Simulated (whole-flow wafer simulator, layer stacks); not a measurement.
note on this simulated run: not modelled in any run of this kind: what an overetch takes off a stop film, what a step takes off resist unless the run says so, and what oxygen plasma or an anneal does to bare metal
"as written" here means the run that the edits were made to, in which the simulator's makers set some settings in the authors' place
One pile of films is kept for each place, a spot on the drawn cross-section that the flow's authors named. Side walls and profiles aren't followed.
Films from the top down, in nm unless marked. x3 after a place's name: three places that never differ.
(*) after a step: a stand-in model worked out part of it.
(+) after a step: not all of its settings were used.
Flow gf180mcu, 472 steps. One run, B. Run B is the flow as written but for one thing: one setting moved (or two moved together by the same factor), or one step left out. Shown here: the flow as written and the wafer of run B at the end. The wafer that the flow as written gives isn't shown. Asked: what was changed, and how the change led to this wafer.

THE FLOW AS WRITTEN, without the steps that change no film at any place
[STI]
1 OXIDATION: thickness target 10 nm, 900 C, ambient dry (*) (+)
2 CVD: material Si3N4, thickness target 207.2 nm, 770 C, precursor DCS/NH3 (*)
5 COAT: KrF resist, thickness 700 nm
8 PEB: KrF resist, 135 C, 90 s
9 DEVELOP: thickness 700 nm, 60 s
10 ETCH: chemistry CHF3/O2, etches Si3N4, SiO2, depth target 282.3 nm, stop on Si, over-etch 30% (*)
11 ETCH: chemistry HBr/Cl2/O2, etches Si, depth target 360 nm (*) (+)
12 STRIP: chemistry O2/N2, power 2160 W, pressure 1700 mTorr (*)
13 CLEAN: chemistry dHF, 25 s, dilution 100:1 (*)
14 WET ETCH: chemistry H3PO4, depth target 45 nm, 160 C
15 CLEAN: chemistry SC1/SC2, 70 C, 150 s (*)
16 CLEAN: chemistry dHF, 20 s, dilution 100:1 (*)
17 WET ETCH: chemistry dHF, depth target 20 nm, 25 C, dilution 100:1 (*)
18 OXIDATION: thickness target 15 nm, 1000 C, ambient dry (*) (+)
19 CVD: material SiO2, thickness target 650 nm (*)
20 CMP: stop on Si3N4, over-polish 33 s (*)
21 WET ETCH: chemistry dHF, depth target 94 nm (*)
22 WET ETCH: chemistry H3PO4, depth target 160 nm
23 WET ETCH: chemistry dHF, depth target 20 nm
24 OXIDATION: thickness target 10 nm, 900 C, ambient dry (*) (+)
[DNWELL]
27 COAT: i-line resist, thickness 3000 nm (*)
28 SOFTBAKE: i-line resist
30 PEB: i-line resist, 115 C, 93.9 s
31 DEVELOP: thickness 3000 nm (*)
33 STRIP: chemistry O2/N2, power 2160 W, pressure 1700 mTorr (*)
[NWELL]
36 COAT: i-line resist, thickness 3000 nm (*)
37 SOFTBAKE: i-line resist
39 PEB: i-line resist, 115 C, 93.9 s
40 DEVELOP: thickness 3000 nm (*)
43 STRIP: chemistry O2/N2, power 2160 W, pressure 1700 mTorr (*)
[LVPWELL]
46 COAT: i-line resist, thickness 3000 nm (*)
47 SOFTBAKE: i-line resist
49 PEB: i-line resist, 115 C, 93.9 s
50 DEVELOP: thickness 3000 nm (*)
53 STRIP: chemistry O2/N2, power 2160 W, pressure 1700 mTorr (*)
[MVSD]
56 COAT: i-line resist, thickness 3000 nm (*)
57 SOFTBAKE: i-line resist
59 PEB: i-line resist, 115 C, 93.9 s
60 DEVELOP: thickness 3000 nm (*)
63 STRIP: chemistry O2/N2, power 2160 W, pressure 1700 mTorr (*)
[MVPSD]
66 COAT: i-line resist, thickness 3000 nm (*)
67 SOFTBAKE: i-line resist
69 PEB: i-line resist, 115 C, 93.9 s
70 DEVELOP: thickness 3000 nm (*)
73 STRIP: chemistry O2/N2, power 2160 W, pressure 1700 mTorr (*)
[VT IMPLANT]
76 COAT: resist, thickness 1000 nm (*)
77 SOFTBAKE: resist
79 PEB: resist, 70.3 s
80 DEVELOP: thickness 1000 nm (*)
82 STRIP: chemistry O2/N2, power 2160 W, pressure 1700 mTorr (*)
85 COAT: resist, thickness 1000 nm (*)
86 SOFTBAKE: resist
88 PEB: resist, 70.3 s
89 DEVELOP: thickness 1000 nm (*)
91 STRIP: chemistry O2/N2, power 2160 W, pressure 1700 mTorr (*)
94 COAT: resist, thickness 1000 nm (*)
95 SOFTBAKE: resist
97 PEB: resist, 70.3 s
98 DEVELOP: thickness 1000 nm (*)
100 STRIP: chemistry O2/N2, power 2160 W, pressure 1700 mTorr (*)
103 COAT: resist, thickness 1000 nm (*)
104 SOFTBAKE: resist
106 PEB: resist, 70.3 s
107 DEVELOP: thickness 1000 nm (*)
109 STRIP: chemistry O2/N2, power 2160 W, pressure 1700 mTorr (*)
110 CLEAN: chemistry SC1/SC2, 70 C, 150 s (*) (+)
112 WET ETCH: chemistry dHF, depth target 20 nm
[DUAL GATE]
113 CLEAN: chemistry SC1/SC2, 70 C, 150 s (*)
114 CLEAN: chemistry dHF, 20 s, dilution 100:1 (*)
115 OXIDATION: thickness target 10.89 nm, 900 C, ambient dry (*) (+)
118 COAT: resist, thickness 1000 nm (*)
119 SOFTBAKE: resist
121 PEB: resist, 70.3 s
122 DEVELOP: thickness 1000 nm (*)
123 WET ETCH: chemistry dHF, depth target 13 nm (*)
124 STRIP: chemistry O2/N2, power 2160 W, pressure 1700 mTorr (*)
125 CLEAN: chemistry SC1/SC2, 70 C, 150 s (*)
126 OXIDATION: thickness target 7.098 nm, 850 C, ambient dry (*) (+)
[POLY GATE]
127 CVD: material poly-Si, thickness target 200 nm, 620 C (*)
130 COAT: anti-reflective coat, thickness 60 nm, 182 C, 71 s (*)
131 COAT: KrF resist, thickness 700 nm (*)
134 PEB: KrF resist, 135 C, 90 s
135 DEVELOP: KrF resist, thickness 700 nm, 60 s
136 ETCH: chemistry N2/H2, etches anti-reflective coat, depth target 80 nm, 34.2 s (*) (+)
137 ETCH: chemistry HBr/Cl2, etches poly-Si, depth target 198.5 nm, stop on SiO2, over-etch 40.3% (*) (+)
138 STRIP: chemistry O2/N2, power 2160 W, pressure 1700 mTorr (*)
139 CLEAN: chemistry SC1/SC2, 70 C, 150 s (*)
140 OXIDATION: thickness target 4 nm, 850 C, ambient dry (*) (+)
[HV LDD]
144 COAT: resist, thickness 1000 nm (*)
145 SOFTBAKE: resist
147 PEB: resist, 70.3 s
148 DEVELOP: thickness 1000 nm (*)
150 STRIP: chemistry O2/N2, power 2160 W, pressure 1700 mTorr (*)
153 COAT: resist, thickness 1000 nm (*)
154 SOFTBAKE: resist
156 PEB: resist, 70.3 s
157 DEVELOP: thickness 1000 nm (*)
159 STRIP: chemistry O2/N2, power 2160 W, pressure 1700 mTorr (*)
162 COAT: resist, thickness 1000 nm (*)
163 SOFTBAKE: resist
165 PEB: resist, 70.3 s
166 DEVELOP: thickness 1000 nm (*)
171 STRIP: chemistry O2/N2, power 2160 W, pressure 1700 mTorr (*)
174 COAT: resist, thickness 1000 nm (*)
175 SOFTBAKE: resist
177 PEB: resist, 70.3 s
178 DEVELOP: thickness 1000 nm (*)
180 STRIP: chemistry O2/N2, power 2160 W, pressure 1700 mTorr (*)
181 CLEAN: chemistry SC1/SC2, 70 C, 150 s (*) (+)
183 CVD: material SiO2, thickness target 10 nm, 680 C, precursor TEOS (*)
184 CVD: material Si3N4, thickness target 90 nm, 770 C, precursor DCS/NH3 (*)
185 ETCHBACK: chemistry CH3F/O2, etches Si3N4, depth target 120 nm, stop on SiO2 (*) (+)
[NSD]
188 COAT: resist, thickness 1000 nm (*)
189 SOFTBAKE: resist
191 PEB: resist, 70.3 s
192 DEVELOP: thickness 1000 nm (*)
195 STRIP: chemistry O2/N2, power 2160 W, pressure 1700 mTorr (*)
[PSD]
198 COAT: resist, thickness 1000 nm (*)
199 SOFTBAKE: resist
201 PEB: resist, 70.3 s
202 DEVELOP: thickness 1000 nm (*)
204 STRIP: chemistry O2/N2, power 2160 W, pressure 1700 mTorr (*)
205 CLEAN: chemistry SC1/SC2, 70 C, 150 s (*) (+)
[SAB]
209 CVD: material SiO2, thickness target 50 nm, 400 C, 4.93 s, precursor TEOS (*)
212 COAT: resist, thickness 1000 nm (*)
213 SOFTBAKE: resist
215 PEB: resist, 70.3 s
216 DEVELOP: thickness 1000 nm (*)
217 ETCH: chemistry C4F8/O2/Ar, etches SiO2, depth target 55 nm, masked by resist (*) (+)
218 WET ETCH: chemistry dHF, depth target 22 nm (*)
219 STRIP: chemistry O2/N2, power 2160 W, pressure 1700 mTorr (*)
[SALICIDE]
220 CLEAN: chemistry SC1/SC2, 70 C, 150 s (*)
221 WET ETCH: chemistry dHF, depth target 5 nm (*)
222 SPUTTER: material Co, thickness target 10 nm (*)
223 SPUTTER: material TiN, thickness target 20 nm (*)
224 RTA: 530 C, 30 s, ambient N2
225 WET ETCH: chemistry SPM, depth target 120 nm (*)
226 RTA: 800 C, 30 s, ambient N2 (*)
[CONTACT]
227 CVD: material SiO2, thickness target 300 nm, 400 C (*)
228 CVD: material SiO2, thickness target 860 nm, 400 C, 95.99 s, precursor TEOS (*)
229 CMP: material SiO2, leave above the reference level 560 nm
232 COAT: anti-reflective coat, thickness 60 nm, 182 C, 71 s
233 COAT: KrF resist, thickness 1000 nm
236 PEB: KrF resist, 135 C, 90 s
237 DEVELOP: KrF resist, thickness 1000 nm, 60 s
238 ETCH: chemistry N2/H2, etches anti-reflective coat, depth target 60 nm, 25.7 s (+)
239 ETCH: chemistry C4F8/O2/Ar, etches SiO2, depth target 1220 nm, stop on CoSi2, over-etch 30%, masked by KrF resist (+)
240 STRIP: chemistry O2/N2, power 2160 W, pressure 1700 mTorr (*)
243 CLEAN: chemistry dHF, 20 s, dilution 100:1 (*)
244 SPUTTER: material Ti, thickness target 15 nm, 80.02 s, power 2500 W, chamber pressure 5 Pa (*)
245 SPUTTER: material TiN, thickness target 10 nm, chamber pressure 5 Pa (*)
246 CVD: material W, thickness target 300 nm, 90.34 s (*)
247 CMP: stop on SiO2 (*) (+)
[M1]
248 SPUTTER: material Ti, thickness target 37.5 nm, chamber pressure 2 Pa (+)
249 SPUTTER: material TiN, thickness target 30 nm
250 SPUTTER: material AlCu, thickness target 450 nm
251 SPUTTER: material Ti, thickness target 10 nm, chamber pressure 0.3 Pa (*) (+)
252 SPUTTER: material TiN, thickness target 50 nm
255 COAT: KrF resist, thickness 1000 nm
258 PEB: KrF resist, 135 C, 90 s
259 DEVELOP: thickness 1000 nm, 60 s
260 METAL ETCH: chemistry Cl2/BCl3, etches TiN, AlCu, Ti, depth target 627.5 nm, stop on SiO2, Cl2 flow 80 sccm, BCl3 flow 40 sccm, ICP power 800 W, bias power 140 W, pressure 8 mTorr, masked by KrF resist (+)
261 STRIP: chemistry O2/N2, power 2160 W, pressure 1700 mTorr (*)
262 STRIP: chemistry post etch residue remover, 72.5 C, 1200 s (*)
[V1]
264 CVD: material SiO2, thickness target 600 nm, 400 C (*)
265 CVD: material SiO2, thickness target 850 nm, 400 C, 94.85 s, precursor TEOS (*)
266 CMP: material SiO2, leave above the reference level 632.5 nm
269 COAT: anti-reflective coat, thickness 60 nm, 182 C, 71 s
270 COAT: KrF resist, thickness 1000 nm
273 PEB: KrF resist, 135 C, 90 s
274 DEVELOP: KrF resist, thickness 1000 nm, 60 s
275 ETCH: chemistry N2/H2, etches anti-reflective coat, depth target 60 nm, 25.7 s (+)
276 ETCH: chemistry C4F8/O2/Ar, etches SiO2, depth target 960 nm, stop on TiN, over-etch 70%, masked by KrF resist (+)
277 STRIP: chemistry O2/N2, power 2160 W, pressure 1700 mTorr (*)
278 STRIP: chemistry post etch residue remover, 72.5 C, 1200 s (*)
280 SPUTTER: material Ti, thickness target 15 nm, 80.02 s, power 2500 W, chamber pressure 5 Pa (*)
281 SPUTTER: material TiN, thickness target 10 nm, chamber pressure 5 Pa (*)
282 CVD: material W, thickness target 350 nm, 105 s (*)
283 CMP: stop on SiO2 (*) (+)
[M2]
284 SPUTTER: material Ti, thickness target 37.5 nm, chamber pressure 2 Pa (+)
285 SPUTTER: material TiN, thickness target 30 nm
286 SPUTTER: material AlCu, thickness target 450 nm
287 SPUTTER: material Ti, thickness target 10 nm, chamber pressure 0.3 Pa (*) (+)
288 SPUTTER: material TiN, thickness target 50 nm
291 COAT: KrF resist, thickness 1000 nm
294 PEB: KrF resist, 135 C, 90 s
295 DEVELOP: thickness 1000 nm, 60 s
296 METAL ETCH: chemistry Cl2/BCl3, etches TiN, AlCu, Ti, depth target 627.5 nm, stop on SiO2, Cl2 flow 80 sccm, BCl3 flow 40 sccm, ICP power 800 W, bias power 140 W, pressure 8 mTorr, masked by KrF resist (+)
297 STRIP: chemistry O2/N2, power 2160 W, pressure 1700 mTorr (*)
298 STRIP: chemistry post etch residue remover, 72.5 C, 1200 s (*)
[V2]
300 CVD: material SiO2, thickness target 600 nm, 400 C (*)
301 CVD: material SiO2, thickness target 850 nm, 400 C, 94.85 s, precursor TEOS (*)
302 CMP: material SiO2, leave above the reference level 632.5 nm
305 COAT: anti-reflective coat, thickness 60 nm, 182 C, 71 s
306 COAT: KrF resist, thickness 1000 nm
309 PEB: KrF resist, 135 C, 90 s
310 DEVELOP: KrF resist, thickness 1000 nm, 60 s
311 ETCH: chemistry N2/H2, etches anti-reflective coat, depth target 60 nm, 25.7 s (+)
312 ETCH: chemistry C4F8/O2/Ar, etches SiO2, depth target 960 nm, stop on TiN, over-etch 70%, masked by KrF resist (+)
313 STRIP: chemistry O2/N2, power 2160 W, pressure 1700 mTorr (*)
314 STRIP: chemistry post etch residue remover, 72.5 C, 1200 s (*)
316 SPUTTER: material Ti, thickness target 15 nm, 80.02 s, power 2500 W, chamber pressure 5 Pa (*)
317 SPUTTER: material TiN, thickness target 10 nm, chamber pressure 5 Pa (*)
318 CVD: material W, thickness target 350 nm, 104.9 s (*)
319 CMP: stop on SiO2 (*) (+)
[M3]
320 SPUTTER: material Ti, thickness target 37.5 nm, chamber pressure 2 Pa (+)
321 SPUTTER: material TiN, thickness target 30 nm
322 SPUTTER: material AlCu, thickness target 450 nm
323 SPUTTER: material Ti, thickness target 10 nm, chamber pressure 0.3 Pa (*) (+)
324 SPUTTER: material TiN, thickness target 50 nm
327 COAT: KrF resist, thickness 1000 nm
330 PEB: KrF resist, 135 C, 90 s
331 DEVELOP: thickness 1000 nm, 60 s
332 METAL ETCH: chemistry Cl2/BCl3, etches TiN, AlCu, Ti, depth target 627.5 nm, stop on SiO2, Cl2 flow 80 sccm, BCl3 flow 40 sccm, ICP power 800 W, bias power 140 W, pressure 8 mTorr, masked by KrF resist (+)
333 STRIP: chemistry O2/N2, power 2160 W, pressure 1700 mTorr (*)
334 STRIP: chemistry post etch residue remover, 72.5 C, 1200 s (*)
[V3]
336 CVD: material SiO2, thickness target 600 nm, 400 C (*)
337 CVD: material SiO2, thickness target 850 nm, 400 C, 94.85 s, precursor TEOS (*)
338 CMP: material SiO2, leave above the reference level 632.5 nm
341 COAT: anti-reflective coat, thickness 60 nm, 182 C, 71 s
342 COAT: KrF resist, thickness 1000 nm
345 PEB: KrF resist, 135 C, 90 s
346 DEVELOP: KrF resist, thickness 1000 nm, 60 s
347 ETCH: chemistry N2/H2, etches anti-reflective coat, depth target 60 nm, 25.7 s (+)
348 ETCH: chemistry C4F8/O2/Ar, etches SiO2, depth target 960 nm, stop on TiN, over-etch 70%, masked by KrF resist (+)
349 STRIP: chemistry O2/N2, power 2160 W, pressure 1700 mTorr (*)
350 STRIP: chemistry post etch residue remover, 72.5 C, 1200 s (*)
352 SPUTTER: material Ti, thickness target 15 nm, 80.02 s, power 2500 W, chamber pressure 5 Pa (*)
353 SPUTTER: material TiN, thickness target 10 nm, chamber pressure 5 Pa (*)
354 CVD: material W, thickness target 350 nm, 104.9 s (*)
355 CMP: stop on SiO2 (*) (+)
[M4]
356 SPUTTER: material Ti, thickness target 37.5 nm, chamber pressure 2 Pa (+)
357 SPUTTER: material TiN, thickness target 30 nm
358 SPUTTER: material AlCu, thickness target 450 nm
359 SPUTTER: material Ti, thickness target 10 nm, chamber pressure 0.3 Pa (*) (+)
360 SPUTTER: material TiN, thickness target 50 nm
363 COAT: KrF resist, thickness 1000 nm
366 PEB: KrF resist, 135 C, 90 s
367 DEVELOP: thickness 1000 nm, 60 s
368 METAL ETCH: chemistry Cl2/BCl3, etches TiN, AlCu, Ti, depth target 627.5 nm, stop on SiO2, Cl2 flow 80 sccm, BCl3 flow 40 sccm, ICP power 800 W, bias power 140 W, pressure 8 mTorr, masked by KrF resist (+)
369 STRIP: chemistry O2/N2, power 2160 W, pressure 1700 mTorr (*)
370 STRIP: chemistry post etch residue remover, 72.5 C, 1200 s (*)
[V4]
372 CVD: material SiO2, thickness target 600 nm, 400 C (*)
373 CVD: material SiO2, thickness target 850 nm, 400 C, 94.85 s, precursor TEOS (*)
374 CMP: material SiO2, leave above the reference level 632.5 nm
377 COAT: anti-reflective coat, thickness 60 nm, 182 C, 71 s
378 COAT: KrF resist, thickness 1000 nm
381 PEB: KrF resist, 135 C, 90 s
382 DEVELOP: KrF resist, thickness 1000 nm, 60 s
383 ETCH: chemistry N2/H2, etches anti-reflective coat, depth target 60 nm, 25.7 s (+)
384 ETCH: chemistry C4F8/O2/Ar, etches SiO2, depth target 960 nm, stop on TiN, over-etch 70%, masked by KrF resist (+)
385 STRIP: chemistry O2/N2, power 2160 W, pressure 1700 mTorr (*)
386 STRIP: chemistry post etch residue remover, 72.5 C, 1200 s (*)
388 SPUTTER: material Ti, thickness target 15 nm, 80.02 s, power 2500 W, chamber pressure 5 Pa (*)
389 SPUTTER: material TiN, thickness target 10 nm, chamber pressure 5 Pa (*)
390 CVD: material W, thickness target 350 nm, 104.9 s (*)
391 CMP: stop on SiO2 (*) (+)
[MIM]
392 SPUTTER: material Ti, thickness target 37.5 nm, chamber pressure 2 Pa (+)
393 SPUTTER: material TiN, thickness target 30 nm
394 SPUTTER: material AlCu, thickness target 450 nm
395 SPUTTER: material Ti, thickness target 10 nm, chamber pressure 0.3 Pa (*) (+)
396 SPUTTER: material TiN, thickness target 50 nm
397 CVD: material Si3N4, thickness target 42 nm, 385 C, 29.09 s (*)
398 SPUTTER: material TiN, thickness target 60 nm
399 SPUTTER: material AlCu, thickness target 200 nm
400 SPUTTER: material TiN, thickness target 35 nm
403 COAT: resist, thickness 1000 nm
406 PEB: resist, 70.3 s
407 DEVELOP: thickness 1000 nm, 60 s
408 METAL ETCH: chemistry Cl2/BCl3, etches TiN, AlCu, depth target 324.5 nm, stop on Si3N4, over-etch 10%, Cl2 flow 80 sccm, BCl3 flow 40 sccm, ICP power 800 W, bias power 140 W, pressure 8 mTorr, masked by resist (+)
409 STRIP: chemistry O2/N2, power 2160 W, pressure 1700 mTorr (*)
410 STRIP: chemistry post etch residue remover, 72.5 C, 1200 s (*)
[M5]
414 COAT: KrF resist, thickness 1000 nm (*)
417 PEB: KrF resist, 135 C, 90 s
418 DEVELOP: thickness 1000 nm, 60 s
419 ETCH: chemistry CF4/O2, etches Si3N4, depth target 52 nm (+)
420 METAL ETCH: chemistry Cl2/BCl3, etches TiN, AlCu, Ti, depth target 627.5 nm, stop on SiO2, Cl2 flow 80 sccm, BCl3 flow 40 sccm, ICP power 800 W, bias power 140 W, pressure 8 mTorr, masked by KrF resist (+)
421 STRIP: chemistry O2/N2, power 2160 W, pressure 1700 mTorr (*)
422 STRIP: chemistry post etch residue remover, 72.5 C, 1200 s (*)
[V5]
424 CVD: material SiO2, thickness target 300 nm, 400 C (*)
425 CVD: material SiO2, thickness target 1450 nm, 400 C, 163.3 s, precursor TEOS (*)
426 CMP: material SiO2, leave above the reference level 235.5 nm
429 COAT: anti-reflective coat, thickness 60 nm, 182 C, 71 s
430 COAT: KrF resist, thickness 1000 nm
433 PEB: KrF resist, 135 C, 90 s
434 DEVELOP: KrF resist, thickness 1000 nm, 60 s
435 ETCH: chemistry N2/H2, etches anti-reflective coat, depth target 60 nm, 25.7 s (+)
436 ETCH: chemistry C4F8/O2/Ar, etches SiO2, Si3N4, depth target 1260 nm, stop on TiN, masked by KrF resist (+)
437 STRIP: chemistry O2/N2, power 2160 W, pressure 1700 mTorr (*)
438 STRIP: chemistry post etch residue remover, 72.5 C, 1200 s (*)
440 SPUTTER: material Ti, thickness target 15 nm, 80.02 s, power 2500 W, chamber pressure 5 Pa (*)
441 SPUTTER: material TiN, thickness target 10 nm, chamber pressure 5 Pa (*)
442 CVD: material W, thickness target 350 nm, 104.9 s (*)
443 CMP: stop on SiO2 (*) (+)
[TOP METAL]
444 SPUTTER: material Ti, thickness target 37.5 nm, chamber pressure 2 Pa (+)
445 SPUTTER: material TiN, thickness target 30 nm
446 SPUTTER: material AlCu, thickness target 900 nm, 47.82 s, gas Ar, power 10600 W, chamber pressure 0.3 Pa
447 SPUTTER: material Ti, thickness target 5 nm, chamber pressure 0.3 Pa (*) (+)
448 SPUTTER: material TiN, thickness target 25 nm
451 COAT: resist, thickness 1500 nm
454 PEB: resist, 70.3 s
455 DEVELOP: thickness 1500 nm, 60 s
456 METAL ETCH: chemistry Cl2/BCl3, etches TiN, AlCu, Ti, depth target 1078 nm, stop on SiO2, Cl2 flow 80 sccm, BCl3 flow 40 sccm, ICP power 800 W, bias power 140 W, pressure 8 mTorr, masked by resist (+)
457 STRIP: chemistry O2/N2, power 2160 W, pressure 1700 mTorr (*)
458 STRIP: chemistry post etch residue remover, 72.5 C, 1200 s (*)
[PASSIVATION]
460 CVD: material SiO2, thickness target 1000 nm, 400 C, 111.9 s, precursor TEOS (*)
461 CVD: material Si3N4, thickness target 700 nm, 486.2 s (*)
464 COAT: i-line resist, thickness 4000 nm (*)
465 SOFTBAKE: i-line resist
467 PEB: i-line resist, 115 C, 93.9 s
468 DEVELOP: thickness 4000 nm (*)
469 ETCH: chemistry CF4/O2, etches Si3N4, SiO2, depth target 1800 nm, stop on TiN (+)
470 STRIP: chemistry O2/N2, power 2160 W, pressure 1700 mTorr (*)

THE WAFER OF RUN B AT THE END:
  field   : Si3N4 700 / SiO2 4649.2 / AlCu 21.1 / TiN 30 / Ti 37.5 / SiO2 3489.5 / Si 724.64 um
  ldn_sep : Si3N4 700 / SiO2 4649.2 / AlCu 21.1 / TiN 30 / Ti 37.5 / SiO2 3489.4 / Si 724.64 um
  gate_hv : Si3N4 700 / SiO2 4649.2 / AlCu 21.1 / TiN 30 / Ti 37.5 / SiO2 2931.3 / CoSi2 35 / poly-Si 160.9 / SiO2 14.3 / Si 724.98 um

The cause: step 332, METAL ETCH: depth target 483.2 nm was run, where the flow has depth target 627.5 nm.

How the change led to this, step by step:
  332 METAL ETCH: chemistry Cl2/BCl3, etches TiN, AlCu, Ti, depth target 627.5 nm, stop on SiO2, Cl2 flow 80 sccm, BCl3 flow 40 sccm, ICP power 800 W, bias power 140 W, pressure 8 mTorr, masked by KrF resist (+)
      field, field__w1, field__w2 and 103 more: TiN -50 (all of it), Ti -10 (all of it), AlCu -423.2 (as written it would be: TiN -50 (all of it), Ti -10 (all of it), AlCu -450 (all of it), TiN -30 (all of it), Ti -37.5 (all of it))
      field__w8, contact, m1, m1__w1, m1_nw: KrF resist -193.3 (as written it would be: KrF resist -251)
  333 STRIP: chemistry O2/N2, power 2160 W, pressure 1700 mTorr (*)
      field__w8, contact, m1, m1__w1, m1_nw: KrF resist -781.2 (all of it) (as written it would be: KrF resist -723.5 (all of it))
  334 STRIP: chemistry post etch residue remover, 72.5 C, 1200 s (*)
      field, field__w1, field__w2 and 103 more: AlCu -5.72 (as written it would be: nothing)
  336 CVD: material SiO2, thickness target 600 nm, 400 C (*)
      field, field__w1, field__w2 and 103 more: SiO2 +600 (new film) (as written it would be: SiO2 +600)
  338 CMP: material SiO2, leave above the reference level 632.5 nm
      field, field__w1, field__w2 and 103 more: SiO2 -388.6 (as written it would be: SiO2 -300)
Counting metal films that touch as one body, field has 1 body; the flow as written gives 0 bodies.
Counting metal films that touch as one body, ldn_sep has 1 body; the flow as written gives 0 bodies.
Counting metal films that touch as one body, gate_hv has 2 bodies (between them, from the top down: SiO2 2931.3); the flow as written gives 1 body.
